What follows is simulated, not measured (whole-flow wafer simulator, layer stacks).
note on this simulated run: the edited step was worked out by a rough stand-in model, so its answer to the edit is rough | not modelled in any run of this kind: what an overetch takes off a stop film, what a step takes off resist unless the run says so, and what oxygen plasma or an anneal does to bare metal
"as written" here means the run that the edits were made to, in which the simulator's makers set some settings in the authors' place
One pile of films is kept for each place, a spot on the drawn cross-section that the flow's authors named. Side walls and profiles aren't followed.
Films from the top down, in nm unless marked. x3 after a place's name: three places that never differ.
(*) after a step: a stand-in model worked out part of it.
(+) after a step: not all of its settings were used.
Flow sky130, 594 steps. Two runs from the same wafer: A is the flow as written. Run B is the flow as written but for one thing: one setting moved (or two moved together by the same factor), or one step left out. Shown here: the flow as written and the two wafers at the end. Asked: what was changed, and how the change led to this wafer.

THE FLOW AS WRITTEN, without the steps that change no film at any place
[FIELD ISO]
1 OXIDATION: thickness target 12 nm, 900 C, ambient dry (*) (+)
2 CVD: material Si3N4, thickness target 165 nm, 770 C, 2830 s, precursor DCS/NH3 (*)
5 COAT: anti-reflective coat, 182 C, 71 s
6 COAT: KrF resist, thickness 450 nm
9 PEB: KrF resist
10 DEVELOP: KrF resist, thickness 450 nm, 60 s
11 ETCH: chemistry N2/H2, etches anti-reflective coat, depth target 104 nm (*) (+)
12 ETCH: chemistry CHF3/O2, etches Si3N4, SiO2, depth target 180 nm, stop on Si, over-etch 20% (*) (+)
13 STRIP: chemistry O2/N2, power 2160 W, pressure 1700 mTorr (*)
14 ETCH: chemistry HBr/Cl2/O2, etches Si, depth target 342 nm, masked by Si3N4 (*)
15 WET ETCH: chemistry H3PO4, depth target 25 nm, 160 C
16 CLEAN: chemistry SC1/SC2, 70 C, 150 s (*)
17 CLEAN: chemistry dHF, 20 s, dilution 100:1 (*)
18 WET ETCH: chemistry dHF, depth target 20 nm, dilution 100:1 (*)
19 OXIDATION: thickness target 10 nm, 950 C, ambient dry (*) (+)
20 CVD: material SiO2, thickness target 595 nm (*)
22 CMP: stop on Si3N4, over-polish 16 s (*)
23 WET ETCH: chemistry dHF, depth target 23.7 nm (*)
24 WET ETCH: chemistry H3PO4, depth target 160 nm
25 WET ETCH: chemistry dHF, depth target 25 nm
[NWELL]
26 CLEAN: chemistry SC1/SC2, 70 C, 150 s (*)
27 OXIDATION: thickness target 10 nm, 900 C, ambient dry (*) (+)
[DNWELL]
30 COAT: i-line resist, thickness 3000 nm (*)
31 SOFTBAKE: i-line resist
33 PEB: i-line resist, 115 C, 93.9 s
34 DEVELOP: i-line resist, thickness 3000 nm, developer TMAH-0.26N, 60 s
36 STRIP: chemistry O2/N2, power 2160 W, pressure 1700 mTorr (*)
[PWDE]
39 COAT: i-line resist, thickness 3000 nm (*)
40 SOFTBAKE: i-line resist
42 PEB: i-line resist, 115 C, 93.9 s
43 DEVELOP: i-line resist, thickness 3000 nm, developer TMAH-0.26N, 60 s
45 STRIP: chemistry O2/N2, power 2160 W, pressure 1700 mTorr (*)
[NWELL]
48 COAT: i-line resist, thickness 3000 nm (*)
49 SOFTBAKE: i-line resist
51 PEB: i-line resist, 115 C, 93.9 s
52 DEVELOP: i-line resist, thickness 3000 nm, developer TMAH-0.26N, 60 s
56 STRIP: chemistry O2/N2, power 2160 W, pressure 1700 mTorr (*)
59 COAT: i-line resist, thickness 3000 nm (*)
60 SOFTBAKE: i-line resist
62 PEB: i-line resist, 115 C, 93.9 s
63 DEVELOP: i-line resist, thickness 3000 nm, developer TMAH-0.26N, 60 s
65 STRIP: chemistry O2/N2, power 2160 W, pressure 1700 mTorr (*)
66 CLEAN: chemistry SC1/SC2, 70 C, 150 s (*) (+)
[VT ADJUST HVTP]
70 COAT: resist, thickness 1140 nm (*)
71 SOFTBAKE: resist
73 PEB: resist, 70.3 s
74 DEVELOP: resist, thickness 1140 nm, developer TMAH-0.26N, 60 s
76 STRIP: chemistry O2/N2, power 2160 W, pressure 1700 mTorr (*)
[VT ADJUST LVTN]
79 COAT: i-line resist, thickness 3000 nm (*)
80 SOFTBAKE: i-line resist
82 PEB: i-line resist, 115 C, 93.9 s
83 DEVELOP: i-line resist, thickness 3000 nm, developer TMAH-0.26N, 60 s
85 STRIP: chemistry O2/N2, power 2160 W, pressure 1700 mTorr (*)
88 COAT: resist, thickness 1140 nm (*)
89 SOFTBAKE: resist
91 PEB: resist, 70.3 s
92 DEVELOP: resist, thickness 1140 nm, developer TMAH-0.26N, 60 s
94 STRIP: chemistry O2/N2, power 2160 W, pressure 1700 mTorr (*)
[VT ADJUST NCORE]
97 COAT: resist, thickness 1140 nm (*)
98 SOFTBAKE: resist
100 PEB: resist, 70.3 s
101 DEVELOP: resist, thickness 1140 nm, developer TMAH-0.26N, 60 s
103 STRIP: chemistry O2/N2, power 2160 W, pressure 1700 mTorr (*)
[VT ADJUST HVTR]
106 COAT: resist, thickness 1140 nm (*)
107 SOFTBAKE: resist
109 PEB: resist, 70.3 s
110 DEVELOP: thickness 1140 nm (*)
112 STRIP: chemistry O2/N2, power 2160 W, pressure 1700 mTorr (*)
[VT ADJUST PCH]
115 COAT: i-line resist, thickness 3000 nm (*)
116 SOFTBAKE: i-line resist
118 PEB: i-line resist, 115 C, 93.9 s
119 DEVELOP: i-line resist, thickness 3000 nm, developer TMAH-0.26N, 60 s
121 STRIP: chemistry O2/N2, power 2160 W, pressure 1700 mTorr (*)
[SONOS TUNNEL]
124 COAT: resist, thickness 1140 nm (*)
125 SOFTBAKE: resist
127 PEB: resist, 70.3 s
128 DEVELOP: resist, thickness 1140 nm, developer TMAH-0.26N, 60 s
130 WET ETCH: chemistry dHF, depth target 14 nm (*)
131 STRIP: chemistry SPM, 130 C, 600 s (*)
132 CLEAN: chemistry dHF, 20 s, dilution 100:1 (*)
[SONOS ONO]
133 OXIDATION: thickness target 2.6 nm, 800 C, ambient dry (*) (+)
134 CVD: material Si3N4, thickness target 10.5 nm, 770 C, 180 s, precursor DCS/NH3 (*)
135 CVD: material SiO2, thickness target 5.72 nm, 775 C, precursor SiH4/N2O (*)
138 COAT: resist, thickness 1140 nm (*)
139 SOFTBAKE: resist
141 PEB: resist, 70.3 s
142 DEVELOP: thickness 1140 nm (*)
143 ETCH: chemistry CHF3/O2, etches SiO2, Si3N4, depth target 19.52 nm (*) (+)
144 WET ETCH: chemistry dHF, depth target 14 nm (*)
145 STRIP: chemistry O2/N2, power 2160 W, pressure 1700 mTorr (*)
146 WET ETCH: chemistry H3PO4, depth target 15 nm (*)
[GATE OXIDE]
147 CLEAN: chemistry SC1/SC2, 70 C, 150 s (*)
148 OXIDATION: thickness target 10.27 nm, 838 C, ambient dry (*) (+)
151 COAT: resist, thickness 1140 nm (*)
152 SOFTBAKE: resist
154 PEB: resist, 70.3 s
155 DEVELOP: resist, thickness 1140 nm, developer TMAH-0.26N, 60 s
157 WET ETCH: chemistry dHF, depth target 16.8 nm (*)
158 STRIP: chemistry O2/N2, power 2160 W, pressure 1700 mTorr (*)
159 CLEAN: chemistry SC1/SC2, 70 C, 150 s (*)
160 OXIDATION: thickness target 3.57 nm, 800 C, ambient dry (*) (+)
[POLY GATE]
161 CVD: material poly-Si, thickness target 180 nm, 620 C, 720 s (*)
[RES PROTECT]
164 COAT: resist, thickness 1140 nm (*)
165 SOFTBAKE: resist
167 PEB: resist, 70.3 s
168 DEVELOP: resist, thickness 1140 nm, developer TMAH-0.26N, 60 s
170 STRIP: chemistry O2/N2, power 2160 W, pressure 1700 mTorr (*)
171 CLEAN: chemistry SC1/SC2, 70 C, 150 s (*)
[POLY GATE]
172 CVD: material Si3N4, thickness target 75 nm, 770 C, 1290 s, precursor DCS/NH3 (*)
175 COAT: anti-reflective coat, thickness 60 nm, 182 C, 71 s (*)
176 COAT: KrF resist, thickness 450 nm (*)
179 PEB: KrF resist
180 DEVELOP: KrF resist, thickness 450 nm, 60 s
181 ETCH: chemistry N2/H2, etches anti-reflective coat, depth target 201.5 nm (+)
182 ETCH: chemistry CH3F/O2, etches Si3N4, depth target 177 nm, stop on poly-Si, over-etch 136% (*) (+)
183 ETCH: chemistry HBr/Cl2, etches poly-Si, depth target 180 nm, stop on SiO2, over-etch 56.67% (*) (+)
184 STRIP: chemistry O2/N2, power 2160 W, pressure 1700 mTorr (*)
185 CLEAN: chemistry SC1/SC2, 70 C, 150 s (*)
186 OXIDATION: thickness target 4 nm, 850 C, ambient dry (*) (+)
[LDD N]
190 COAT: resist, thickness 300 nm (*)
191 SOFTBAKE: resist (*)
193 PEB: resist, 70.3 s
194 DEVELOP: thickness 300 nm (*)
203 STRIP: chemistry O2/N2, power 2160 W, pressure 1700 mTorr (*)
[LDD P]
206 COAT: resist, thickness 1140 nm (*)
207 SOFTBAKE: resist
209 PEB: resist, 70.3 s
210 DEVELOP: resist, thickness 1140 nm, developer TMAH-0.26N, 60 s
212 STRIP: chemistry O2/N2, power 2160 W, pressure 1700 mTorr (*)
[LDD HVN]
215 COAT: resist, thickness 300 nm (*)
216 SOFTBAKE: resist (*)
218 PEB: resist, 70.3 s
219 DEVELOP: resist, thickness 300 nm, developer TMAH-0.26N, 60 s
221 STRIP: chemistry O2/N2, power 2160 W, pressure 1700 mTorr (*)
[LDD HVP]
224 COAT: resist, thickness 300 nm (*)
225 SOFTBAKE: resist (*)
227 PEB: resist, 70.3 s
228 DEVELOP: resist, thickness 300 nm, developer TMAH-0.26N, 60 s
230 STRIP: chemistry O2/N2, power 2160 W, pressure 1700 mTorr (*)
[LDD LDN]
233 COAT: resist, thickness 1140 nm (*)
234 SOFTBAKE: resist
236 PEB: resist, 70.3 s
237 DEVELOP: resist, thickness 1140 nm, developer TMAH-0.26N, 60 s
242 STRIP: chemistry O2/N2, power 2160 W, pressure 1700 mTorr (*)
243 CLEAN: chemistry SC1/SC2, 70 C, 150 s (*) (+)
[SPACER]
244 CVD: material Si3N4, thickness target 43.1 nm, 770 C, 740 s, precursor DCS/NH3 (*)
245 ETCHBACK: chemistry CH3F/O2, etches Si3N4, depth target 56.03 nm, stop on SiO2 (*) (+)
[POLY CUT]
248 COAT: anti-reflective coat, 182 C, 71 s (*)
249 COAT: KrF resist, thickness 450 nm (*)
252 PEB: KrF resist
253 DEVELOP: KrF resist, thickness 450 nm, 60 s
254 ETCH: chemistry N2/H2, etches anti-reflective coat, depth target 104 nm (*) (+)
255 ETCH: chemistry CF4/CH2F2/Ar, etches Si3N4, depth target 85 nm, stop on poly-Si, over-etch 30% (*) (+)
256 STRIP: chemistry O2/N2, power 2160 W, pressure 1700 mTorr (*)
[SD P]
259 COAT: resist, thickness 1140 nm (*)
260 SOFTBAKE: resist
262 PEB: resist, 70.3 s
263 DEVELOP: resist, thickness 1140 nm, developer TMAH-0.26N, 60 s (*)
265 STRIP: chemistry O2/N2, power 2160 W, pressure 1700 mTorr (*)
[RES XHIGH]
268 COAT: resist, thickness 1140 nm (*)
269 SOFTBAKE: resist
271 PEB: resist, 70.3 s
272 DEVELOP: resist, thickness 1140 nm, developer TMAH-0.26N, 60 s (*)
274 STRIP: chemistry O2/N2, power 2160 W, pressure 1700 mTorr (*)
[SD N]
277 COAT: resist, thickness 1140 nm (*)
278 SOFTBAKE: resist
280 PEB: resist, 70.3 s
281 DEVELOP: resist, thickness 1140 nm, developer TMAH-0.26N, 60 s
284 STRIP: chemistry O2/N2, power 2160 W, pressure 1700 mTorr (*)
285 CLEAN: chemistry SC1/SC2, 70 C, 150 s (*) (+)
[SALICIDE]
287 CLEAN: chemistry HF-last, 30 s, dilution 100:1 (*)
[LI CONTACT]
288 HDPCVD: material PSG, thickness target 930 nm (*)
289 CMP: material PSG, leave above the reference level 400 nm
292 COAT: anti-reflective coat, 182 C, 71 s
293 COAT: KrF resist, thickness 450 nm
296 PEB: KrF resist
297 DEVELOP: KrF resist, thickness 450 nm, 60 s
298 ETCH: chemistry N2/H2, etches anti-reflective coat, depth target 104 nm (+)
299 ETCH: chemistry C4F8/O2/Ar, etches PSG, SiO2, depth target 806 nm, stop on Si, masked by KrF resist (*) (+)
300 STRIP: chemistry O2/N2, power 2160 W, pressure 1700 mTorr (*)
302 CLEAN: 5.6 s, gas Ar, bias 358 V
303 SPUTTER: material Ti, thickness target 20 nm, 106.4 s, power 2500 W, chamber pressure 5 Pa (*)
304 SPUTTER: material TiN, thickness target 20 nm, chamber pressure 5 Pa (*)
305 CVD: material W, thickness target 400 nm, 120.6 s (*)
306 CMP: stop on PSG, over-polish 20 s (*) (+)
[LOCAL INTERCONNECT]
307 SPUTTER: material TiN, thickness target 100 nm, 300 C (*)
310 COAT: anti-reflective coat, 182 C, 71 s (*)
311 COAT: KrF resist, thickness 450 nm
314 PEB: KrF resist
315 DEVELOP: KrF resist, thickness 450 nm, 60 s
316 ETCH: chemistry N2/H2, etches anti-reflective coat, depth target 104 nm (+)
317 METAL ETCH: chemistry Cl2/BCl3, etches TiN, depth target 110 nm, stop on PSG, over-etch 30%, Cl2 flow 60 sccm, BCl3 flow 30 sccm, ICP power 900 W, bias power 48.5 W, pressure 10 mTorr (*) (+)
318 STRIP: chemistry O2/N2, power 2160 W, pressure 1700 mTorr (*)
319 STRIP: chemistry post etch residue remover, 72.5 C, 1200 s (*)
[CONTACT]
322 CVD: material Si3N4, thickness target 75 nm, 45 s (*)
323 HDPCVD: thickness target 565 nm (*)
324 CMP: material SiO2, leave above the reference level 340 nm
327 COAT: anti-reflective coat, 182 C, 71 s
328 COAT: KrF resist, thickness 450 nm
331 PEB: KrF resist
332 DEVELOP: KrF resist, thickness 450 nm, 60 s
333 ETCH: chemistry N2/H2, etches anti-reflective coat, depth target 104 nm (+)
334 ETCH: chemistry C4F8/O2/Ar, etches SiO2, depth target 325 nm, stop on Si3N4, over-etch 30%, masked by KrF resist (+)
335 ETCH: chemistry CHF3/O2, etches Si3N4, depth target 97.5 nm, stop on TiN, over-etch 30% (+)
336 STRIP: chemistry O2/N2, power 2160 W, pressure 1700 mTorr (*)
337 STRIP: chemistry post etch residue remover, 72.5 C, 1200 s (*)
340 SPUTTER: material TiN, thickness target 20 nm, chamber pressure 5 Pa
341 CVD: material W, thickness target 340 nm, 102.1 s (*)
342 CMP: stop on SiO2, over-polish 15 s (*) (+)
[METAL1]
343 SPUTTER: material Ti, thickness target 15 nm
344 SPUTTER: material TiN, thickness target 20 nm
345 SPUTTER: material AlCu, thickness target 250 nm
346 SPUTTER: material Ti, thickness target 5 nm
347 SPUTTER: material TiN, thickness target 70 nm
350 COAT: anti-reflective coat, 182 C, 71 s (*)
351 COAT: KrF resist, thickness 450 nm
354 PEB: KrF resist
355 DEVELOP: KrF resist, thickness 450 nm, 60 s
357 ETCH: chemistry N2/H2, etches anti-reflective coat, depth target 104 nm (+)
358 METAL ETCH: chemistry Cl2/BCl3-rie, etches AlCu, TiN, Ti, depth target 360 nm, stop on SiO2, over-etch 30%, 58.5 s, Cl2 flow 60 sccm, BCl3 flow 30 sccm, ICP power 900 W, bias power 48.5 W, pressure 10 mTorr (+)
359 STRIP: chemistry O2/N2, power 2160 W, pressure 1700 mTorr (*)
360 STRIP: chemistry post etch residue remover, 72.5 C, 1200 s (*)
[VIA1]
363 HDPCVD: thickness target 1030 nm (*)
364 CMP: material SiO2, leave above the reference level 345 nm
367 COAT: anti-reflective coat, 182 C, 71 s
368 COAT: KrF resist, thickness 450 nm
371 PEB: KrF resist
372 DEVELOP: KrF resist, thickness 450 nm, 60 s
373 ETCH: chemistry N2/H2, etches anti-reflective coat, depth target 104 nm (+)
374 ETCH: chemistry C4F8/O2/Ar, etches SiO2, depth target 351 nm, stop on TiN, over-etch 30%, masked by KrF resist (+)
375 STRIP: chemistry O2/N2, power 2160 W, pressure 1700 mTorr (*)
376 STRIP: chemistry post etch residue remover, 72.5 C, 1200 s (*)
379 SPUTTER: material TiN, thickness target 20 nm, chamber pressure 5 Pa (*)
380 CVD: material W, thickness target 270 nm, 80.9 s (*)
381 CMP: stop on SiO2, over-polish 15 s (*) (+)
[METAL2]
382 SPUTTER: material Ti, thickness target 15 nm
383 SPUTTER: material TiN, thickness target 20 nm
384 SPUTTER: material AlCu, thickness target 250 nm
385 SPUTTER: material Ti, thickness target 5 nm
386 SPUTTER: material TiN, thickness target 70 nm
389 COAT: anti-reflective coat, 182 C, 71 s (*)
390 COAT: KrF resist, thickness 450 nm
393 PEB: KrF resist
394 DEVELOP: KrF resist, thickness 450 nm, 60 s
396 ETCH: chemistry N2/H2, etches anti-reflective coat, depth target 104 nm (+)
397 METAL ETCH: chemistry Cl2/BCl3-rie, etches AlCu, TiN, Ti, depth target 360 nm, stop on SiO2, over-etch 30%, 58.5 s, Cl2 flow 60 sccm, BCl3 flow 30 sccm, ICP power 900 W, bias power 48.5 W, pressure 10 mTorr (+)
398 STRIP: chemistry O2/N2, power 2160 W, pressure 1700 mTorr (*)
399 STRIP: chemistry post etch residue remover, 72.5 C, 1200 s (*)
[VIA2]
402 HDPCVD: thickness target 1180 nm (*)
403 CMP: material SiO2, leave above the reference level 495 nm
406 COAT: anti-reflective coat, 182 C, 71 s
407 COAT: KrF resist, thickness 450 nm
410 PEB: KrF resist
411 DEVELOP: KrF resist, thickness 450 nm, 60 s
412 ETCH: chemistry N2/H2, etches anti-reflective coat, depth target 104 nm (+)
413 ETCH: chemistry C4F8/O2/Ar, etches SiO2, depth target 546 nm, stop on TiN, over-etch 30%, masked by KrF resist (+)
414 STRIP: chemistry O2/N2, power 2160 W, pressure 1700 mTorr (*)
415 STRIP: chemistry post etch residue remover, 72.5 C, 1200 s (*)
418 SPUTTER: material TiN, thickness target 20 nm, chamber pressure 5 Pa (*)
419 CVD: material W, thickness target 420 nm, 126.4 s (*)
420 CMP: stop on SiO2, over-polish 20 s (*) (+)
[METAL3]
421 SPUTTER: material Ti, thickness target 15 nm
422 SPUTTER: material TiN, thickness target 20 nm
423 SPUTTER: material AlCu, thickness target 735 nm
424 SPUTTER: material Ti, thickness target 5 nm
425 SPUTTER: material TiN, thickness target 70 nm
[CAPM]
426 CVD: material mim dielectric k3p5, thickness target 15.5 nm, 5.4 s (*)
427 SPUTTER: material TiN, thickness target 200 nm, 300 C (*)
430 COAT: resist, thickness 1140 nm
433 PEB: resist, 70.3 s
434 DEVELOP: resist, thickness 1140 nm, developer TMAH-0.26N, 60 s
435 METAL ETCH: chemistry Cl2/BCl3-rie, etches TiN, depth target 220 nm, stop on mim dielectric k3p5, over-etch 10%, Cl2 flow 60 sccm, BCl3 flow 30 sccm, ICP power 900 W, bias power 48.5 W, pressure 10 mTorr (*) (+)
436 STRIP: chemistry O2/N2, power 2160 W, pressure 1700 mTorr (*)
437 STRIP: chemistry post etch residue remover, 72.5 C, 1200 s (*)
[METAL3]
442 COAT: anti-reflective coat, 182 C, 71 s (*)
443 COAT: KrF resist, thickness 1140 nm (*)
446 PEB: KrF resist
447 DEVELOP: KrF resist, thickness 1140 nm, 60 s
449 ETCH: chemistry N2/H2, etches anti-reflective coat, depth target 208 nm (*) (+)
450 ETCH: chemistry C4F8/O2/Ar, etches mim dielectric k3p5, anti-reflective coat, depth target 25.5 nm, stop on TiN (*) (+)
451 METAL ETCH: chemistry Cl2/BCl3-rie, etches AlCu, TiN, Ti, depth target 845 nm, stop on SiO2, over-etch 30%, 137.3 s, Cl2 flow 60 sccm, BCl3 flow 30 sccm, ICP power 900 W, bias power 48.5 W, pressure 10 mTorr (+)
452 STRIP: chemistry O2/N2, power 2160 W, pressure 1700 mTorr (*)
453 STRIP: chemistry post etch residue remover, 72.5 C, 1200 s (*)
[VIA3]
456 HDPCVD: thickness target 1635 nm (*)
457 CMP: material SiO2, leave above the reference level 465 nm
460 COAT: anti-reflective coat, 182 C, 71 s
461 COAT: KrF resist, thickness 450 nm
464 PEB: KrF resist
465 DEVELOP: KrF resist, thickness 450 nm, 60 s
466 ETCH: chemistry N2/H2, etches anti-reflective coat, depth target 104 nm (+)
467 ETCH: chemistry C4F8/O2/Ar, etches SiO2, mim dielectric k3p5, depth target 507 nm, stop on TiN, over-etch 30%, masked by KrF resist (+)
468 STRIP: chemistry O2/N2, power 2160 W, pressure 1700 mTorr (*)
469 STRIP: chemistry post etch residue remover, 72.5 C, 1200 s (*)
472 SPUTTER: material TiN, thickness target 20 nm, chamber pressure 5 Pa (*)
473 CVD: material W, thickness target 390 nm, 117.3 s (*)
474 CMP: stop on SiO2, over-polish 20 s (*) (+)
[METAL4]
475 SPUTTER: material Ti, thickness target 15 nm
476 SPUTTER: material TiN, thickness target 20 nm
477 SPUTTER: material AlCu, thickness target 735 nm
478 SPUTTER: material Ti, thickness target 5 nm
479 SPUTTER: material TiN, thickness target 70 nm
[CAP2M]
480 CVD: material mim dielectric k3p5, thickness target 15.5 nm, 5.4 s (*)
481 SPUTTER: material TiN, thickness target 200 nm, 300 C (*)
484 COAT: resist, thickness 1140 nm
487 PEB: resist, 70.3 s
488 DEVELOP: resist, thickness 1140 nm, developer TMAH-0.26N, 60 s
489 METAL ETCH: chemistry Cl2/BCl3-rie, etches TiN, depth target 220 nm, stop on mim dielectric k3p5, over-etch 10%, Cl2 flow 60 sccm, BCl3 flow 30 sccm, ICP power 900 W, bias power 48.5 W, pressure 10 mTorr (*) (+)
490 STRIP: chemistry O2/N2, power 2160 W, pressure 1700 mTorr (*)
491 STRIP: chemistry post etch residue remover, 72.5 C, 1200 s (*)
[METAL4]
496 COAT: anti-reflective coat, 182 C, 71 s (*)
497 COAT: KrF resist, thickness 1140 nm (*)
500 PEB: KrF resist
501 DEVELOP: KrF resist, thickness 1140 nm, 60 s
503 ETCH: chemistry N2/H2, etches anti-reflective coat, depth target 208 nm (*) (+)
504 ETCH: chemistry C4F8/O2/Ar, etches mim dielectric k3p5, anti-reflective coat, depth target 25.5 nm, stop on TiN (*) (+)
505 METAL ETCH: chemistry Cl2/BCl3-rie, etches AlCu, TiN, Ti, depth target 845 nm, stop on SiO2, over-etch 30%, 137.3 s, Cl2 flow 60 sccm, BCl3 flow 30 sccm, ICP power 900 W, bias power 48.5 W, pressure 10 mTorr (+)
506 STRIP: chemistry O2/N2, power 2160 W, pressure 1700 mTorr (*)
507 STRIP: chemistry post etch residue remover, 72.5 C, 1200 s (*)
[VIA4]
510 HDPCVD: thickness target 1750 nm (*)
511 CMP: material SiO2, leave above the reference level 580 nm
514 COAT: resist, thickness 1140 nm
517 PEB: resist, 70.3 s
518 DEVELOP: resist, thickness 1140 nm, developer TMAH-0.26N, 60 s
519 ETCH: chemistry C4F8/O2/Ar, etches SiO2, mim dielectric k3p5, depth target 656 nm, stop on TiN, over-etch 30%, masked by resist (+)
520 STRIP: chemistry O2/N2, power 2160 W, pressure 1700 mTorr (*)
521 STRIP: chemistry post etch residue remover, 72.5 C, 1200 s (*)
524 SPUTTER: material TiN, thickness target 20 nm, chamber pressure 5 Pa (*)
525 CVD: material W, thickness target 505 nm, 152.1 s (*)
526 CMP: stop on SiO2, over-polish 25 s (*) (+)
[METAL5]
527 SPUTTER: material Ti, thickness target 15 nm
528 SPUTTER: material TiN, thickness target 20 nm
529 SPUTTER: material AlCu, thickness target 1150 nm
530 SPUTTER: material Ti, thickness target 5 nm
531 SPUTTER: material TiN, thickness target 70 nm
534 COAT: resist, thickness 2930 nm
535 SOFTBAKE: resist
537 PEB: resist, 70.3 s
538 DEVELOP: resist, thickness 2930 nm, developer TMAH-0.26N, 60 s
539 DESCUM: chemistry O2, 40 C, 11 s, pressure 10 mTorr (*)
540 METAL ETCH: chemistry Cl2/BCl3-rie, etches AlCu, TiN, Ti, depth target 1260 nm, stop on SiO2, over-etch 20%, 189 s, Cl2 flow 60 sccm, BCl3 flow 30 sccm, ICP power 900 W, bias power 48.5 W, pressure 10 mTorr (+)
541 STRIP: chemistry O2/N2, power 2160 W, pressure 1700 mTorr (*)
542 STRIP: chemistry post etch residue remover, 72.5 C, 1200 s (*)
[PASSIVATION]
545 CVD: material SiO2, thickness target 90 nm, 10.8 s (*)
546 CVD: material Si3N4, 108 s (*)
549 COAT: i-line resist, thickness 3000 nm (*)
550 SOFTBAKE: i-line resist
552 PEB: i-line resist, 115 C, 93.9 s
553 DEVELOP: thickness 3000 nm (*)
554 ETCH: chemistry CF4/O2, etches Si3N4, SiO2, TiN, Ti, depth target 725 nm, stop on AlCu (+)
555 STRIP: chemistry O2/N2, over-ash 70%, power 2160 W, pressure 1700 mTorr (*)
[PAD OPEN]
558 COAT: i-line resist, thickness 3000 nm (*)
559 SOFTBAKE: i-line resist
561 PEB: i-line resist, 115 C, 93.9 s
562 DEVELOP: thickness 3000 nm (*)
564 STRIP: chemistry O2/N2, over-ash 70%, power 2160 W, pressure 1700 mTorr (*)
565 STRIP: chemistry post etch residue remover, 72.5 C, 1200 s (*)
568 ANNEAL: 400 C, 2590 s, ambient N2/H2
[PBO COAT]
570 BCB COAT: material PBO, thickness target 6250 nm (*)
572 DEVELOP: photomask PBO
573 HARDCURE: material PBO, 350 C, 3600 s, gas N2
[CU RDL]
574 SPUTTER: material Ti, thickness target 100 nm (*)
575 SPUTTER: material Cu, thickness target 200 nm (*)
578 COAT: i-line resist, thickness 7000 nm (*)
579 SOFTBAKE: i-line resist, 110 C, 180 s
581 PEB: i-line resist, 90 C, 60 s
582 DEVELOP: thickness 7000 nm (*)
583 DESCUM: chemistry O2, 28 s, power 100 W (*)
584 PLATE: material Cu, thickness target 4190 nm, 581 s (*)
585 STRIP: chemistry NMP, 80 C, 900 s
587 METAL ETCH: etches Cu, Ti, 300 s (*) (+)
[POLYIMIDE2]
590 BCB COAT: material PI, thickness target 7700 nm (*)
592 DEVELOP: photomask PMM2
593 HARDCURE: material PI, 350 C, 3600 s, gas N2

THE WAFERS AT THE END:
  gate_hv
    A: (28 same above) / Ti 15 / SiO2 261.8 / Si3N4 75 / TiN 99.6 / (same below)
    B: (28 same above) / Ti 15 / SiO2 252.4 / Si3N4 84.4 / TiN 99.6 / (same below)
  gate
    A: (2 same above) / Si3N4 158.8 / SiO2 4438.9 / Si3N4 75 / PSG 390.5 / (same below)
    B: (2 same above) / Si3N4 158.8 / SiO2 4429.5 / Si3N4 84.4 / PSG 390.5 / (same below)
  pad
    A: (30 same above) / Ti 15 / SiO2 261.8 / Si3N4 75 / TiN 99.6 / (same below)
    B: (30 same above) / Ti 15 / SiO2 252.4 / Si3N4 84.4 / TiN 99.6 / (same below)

The cause: step 322, CVD: thickness target 84.4 nm was run, where the flow has thickness target 75 nm; step 322, CVD: 50.6 s was run, where the flow has 45 s.
It can be read off the wafer: gate_hv has Si3N4 84.4, and step 322 as written asks for 75 nm.

How the change led to this, step by step:
  322 CVD: material Si3N4, thickness target 75 nm, 45 s (*)
      field, active, n_well and 188 more: A Si3N4 +75 (new film) | B Si3N4 +84.4 (new film)
  324 CMP: material SiO2, leave above the reference level 340 nm
      n_well, p_well, gate_hv and 93 more: A SiO2 -300 | B SiO2 -309.4
      field, active, gate and 88 more: A SiO2 -200.4 | B SiO2 -209.8
      (and at 4 more places)
  334 ETCH: chemistry C4F8/O2/Ar, etches SiO2, depth target 325 nm, stop on Si3N4, over-etch 30%, masked by KrF resist (+)
      poly_licon, ndiff_licon, ndiff_licon_cpp, rpo_hd_licon: A SiO2 -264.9 (all of it) | B SiO2 -255.5 (all of it)
  335 ETCH: chemistry CHF3/O2, etches Si3N4, depth target 97.5 nm, stop on TiN, over-etch 30% (+)
      poly_licon, ndiff_licon, ndiff_licon_cpp, rpo_hd_licon: A Si3N4 -75 (all of it) | B Si3N4 -84.4 (all of it)
